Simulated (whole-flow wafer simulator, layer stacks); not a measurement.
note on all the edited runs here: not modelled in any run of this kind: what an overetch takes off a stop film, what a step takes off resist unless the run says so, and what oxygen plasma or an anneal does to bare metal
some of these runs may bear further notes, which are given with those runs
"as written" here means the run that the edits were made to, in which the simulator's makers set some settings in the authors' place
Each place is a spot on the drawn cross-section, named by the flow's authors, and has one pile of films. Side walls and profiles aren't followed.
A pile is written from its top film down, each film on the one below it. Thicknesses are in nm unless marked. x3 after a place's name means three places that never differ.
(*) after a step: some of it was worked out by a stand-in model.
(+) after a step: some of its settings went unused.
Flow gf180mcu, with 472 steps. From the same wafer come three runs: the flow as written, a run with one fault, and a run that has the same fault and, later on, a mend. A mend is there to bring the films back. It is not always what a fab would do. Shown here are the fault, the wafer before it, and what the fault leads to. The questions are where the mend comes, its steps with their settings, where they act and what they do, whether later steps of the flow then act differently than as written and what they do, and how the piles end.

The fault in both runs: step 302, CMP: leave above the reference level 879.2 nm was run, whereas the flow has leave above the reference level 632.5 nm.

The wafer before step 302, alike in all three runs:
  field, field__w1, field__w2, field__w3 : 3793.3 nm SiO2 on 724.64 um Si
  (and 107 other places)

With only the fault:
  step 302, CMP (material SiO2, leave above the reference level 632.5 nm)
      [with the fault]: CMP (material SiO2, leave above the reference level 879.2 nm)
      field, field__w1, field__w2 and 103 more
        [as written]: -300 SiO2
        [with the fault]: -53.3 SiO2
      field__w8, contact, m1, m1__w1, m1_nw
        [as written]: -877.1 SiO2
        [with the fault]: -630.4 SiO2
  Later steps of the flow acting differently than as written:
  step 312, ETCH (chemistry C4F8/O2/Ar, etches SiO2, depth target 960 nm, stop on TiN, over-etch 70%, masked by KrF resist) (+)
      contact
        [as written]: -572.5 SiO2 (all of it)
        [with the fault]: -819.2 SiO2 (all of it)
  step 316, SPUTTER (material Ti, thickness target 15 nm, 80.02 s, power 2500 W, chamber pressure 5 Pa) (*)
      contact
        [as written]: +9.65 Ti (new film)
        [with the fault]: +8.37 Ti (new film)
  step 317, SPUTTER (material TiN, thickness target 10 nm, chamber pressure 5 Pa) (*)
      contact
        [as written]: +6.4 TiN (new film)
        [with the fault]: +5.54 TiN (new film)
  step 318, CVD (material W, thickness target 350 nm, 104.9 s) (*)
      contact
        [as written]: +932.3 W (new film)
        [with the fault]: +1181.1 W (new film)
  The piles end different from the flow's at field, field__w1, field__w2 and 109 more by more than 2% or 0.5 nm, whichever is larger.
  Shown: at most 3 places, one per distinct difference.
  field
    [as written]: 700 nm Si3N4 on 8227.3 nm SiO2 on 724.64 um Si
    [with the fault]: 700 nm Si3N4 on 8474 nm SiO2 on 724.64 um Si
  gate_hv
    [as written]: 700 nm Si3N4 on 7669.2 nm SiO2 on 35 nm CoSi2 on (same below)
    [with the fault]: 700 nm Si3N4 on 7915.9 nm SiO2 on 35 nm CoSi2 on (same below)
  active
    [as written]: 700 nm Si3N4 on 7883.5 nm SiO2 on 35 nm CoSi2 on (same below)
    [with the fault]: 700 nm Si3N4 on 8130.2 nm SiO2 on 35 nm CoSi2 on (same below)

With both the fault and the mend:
  The mend stands after step 310.
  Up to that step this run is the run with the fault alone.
  step 310a, STRIP (chemistry O2/N2, power 2160 W, pressure 1700 mTorr) (*)
      field, field__w1, field__w2 and 107 more
        -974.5 KrF resist (all of it), -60 anti-reflective coat (all of it)
      contact
        -60 anti-reflective coat (all of it)
  step 310b, CMP (material SiO2, leave above the reference level 632.5 nm) (the flow's step 302 again)
      field, field__w1, field__w2 and 108 more
        -246.7 SiO2
  step 310c, HMDS (120 C, 60 s) (the flow's step 304 again)
      does not change any film at any place that is followed
  step 310d, COAT (anti-reflective coat, thickness 60 nm, 182 C, 71 s) (the flow's step 305 again)
      field, field__w1, field__w2 and 108 more
        +60 anti-reflective coat (new film)
  step 310e, COAT (KrF resist, thickness 1000 nm) (the flow's step 306 again)
      field, field__w1, field__w2 and 108 more
        +1000 KrF resist (new film)
  step 310f, SOFTBAKE (KrF resist) (the flow's step 307 again)
      does not change any film at any place that is followed
  step 310g, EXPOSE (photomask Via2) (the flow's step 308 again)
      does not change any film at any place that is followed
  step 310h, PEB (KrF resist, 135 C, 90 s) (the flow's step 309 again)
      field, field__w1, field__w2 and 108 more
        -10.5 KrF resist
  step 310i, DEVELOP (KrF resist, thickness 1000 nm, 60 s) (the flow's step 310 again)
      field, field__w1, field__w2 and 107 more
        -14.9 KrF resist
      contact
        -989.5 KrF resist (all of it)
  Later steps of the flow that are run all act as written at every place that is followed.
  The piles end the same as the flow's at every place that both follow.
